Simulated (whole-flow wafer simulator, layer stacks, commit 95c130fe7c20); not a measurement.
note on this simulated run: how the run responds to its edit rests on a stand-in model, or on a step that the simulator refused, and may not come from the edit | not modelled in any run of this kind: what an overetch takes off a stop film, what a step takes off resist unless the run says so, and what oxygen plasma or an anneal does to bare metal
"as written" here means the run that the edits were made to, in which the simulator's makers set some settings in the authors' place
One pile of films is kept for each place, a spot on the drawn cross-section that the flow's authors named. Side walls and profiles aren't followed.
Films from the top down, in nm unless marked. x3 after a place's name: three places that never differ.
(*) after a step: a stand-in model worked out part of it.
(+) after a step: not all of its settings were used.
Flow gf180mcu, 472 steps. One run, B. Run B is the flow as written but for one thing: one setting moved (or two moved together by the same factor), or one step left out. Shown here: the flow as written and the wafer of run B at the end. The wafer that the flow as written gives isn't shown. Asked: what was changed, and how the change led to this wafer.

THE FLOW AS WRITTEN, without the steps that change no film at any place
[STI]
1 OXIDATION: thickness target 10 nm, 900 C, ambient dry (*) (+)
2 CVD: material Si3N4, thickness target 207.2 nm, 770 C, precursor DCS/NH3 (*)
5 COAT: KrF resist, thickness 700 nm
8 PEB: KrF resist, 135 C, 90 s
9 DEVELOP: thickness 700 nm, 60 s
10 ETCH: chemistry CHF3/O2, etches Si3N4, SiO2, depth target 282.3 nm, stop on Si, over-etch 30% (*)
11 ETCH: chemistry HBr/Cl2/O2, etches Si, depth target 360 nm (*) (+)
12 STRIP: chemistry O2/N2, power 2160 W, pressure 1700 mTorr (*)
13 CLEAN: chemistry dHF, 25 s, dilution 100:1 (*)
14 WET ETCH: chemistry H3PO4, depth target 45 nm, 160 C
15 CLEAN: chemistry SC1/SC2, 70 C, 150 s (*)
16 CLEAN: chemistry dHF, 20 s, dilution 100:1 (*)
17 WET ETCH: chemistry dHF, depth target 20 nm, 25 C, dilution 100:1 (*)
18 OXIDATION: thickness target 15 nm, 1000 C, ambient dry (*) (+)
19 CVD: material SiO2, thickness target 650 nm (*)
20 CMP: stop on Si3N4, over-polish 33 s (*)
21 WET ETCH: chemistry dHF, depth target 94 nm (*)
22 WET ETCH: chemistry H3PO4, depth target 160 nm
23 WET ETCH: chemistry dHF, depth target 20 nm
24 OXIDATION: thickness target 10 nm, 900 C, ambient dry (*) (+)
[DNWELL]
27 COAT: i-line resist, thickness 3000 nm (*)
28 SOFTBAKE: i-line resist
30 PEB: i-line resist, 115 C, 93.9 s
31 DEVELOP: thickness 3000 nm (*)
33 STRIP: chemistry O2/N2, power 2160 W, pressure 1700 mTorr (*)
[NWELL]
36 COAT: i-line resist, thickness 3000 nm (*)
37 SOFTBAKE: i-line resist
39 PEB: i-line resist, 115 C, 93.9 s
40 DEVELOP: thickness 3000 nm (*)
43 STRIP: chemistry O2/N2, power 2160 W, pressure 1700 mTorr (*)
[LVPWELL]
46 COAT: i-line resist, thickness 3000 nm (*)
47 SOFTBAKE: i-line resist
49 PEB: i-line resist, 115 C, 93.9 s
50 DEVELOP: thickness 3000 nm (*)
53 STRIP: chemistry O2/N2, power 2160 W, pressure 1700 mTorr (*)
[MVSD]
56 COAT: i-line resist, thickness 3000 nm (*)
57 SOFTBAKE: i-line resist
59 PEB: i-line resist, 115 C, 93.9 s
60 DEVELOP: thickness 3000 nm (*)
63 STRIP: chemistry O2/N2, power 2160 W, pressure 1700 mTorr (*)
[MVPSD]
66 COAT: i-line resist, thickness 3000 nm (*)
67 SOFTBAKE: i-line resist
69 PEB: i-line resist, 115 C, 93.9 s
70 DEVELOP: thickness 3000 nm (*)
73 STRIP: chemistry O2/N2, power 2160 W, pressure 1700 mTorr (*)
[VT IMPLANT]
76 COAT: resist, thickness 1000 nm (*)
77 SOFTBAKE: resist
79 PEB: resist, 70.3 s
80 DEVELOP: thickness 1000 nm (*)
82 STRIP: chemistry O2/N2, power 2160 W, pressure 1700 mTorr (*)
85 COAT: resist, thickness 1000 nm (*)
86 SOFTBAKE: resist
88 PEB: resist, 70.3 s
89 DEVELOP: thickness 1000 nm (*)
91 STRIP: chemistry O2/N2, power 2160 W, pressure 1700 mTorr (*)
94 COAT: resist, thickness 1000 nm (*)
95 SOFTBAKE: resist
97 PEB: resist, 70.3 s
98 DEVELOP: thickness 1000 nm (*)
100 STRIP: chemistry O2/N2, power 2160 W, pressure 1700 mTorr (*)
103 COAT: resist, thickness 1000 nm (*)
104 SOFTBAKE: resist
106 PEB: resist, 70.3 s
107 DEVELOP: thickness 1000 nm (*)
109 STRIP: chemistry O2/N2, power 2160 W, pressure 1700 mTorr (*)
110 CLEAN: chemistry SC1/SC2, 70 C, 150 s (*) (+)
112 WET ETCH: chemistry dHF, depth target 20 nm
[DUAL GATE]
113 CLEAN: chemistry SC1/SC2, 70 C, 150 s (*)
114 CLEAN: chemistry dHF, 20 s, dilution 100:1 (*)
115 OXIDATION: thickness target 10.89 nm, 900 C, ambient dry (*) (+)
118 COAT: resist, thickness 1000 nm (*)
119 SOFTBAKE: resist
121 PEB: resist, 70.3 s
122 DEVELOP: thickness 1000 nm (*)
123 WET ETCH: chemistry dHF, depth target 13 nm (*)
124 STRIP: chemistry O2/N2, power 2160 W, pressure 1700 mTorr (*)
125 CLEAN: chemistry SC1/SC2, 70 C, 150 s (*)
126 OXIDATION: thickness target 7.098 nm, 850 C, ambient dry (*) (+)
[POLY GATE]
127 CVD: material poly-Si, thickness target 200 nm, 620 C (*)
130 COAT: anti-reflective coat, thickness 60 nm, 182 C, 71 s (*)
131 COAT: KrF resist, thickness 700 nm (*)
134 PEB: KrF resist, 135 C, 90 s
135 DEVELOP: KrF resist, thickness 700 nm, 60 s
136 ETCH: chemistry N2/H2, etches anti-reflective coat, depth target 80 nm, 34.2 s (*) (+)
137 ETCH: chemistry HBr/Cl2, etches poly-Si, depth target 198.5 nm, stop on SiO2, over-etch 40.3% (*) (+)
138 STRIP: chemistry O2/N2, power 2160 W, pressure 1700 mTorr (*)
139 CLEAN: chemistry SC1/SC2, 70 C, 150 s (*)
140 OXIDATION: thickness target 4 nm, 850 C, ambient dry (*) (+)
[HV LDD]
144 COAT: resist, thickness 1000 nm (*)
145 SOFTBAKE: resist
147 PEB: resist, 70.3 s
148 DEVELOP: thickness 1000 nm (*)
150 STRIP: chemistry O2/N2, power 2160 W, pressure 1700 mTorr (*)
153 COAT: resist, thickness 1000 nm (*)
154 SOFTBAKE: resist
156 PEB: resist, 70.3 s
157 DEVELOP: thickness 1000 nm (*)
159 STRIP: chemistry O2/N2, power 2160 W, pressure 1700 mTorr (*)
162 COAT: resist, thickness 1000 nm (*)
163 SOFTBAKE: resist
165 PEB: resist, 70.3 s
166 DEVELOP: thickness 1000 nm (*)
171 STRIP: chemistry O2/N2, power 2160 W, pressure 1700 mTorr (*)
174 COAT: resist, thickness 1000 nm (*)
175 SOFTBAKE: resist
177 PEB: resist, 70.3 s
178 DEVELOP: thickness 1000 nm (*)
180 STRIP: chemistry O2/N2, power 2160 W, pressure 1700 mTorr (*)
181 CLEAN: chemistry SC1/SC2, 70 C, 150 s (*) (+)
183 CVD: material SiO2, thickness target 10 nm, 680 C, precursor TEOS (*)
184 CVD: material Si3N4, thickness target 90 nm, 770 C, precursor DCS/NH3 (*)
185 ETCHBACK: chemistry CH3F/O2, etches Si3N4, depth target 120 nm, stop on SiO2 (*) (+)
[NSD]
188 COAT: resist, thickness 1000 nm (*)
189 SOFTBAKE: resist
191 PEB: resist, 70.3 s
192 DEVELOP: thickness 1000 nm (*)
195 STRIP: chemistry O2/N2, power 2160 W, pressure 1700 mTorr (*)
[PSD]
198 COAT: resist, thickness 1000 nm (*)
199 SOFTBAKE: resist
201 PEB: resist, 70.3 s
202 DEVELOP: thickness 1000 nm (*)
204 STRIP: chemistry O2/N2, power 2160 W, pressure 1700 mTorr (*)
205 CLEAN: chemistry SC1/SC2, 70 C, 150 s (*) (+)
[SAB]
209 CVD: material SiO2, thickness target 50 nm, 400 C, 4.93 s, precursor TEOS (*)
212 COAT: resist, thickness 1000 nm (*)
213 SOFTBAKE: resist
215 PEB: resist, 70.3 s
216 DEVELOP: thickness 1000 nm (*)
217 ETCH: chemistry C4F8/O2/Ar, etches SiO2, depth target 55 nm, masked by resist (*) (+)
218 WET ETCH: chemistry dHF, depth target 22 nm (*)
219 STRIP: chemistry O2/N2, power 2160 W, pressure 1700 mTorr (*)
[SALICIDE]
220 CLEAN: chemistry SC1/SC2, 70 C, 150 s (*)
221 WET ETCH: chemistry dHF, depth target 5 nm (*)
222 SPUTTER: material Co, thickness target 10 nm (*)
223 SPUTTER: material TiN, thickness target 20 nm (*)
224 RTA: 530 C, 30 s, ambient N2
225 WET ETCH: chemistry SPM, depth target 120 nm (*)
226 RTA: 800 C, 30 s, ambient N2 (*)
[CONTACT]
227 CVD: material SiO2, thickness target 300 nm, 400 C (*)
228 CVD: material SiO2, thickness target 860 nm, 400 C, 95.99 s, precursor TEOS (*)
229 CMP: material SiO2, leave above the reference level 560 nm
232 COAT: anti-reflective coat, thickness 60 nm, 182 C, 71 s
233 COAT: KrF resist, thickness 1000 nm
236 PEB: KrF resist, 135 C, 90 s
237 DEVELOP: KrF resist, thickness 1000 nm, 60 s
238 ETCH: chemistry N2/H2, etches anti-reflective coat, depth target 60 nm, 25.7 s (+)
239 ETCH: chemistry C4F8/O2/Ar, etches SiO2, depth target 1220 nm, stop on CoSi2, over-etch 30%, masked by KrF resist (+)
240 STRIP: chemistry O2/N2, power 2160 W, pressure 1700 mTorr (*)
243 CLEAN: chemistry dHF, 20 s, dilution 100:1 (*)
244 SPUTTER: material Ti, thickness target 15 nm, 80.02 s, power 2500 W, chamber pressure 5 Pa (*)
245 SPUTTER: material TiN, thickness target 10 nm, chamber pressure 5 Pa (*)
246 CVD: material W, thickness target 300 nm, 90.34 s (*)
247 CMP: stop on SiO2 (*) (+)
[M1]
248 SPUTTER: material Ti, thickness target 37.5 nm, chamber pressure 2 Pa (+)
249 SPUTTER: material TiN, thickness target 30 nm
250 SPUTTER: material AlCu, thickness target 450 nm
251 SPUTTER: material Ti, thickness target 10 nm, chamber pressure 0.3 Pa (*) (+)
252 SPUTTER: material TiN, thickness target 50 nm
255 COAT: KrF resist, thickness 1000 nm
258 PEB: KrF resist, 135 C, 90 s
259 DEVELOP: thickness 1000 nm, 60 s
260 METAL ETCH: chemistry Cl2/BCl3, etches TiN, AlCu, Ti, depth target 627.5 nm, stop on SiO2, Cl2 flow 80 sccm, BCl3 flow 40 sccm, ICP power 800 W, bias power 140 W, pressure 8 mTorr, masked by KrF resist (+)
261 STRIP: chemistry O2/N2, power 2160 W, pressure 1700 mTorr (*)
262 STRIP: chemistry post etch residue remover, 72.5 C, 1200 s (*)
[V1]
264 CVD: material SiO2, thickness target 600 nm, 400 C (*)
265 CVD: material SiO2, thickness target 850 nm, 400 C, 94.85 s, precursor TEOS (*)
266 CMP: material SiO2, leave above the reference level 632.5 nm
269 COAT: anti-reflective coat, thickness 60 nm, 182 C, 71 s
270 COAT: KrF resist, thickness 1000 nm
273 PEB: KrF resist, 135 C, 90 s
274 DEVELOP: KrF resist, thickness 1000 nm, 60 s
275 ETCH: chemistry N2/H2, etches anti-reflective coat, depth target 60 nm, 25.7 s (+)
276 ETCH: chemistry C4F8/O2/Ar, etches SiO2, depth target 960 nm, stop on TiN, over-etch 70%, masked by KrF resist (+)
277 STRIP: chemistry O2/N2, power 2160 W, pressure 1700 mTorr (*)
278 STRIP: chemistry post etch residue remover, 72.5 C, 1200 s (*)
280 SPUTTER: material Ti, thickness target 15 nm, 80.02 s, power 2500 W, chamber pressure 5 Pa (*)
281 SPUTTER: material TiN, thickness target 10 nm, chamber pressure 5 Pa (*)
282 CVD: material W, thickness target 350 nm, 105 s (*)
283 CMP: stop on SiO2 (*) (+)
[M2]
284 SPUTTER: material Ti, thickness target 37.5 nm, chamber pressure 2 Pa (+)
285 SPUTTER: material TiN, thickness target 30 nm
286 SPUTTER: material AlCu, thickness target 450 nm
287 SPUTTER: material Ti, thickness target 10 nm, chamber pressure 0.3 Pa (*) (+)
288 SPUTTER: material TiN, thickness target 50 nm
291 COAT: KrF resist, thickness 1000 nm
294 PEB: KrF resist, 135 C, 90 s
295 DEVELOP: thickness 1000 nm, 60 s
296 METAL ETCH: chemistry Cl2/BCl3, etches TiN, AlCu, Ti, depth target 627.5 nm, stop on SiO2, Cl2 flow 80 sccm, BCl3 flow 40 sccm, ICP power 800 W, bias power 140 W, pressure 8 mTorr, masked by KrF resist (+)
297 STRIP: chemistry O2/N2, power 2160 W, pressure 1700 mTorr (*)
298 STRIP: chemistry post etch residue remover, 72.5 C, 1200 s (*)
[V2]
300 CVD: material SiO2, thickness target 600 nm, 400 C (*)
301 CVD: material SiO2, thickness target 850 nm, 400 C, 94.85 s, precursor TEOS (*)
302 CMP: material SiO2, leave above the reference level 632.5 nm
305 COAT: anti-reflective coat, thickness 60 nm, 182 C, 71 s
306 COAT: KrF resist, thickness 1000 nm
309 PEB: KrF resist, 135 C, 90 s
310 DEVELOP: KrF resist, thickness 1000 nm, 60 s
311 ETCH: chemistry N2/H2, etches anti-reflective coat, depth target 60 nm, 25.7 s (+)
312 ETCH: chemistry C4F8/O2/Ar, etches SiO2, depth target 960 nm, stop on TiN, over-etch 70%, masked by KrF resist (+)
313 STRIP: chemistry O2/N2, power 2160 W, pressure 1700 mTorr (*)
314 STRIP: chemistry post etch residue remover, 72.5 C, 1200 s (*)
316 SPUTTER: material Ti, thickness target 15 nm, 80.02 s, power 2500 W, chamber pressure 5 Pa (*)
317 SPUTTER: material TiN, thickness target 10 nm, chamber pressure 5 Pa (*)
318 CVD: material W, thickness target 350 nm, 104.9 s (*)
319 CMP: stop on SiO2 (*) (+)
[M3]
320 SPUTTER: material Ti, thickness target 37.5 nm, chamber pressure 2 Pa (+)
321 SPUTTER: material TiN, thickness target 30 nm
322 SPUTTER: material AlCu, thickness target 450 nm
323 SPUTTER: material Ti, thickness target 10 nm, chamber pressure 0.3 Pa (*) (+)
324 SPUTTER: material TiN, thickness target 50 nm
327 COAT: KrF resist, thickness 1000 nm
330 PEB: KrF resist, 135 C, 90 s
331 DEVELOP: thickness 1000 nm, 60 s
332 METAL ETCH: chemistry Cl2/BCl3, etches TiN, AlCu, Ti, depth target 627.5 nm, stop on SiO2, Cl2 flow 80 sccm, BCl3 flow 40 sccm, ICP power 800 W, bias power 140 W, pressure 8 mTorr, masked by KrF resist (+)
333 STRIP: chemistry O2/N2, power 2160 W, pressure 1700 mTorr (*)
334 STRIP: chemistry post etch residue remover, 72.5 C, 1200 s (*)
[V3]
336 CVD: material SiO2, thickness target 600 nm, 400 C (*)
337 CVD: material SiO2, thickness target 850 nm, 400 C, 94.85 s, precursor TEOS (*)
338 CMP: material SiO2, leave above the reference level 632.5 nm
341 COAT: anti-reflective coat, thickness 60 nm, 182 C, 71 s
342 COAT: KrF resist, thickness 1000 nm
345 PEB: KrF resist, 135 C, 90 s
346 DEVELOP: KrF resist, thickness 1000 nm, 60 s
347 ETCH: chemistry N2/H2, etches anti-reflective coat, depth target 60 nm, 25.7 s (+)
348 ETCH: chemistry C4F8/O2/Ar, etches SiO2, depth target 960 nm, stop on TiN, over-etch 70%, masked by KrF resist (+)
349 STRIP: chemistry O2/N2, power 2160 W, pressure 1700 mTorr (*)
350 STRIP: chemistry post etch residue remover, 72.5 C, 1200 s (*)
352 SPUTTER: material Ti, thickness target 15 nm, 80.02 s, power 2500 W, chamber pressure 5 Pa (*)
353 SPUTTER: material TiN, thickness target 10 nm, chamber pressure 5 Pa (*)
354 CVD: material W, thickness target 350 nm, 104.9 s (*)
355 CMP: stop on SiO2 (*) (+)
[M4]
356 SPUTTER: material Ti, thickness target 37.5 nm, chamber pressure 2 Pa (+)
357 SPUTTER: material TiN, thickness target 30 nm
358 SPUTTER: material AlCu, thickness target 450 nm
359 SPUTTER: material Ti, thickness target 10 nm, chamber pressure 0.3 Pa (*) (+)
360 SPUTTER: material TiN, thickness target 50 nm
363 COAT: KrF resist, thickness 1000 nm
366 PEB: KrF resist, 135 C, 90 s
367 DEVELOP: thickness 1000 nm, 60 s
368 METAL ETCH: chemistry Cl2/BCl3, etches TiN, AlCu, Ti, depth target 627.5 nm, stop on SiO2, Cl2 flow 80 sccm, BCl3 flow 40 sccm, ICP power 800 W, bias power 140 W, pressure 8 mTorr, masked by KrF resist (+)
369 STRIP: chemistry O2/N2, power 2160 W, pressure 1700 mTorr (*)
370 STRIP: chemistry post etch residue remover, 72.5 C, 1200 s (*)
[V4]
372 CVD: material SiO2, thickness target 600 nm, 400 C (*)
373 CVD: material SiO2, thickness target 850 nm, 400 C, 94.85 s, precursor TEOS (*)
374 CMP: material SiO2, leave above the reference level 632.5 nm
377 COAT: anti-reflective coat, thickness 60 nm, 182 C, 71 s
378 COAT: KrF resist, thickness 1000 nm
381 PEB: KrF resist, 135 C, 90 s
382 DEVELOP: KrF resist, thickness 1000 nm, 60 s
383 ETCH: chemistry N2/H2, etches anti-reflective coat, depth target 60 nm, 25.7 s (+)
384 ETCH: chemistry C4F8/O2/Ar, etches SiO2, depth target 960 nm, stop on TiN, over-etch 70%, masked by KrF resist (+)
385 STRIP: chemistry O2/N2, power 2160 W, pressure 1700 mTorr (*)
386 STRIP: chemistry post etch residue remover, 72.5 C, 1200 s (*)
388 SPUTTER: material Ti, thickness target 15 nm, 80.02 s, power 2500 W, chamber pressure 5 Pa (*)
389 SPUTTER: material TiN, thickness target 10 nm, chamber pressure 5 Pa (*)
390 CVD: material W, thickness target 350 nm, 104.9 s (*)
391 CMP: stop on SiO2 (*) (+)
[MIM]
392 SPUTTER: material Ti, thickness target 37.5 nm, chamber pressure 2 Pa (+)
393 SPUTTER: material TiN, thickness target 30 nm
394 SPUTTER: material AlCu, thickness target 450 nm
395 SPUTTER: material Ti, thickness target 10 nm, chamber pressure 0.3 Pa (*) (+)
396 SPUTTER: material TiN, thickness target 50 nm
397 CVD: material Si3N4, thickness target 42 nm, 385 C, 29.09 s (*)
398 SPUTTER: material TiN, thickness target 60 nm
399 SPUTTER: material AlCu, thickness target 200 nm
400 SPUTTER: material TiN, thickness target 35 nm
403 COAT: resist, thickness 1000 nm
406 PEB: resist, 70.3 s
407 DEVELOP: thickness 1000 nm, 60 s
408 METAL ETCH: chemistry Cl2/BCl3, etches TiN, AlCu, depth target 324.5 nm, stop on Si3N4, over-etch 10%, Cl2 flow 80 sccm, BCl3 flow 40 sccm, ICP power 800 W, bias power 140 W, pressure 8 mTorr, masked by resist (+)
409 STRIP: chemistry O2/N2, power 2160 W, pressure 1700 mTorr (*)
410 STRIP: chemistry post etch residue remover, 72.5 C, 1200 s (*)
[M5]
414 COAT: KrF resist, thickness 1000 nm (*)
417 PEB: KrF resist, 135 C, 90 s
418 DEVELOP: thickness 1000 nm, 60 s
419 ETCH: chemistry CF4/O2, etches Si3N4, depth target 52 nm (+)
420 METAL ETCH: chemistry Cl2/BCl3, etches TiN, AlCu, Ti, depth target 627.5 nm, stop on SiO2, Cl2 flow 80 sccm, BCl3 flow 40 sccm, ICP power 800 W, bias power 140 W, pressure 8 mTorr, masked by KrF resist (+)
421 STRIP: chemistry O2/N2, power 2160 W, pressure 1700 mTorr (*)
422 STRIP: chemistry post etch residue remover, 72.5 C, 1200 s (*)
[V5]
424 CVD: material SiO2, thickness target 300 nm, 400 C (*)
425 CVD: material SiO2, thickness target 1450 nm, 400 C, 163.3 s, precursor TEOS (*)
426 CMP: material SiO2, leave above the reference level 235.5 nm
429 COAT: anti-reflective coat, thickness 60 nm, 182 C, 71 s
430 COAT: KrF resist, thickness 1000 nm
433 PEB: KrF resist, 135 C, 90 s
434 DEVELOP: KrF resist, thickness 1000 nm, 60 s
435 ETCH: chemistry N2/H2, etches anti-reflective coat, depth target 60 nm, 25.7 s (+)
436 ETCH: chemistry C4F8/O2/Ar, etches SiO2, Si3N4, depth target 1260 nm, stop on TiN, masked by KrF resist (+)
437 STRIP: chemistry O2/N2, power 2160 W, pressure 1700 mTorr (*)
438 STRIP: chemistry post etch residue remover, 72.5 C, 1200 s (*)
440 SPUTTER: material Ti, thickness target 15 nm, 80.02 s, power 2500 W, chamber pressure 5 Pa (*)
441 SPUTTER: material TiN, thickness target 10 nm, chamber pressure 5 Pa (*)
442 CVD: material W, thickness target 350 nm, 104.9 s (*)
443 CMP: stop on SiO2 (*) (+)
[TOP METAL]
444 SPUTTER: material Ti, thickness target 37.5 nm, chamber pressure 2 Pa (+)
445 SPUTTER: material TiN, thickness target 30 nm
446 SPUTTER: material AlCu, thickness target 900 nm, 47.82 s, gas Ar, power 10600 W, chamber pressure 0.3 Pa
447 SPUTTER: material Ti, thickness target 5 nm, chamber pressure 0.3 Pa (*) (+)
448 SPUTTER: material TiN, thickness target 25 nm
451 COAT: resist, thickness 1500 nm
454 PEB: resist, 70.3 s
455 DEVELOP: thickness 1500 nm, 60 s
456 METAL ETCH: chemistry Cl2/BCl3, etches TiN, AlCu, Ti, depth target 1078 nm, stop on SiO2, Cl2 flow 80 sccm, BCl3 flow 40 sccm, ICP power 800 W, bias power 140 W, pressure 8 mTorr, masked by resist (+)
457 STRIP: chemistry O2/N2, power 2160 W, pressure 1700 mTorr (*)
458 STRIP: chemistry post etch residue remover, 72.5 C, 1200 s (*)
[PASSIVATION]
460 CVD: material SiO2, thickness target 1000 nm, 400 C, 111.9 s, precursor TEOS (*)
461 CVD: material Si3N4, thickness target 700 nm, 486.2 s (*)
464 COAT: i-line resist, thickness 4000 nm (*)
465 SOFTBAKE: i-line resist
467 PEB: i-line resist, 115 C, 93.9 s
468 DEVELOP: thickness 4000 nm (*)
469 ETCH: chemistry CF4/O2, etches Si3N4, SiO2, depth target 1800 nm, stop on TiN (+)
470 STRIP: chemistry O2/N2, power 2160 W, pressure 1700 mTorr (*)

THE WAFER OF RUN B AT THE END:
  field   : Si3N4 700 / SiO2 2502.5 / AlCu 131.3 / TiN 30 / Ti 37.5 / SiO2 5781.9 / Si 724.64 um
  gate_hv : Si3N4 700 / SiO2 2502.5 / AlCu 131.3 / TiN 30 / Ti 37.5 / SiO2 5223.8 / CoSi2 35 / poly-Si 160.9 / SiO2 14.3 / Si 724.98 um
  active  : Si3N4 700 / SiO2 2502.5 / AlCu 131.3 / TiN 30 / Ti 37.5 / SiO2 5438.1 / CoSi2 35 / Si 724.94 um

The cause: step 394, SPUTTER: thickness target 706 nm was run, where the flow has thickness target 450 nm.

How the change led to this, step by step:
  394 SPUTTER: material AlCu, thickness target 450 nm
      field, field__w1, field__w2 and 108 more: AlCu +706 (new film) (as written it would be: AlCu +450 (new film))
  420 METAL ETCH: chemistry Cl2/BCl3, etches TiN, AlCu, Ti, depth target 627.5 nm, stop on SiO2, Cl2 flow 80 sccm, BCl3 flow 40 sccm, ICP power 800 W, bias power 140 W, pressure 8 mTorr, masked by KrF resist (+)
      field, field__w1, field__w2 and 101 more: TiN -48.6 (all of it), Ti -10 (all of it), AlCu -568.9 (as written it would be: TiN -48.6 (all of it), Ti -10 (all of it), AlCu -450 (all of it), TiN -30 (all of it), Ti -37.5 (all of it))
  422 STRIP: chemistry post etch residue remover, 72.5 C, 1200 s (*)
      field, field__w1, field__w2 and 101 more: AlCu -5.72 (as written it would be: nothing)
  424 CVD: material SiO2, thickness target 300 nm, 400 C (*)
      field, field__w1, field__w2 and 101 more: SiO2 +300 (new film) (as written it would be: SiO2 +300)
  426 CMP: material SiO2, leave above the reference level 235.5 nm
      field, field__w1, field__w5 and 92 more: SiO2 -243.7 (as written it would be: SiO2 -300.8)
      field__w2, field__w3, field__w12 and 6 more: SiO2 -212.9 (as written it would be: SiO2 -272.7)
Counting metal films that touch as one body, field has 1 body; the flow as written gives 0 bodies.
Counting metal films that touch as one body, gate_hv has 2 bodies (between them, from the top down: SiO2 5223.8); the flow as written gives 1 body.
Counting metal films that touch as one body, active has 2 bodies (between them, from the top down: SiO2 5438.1); the flow as written gives 1 body.
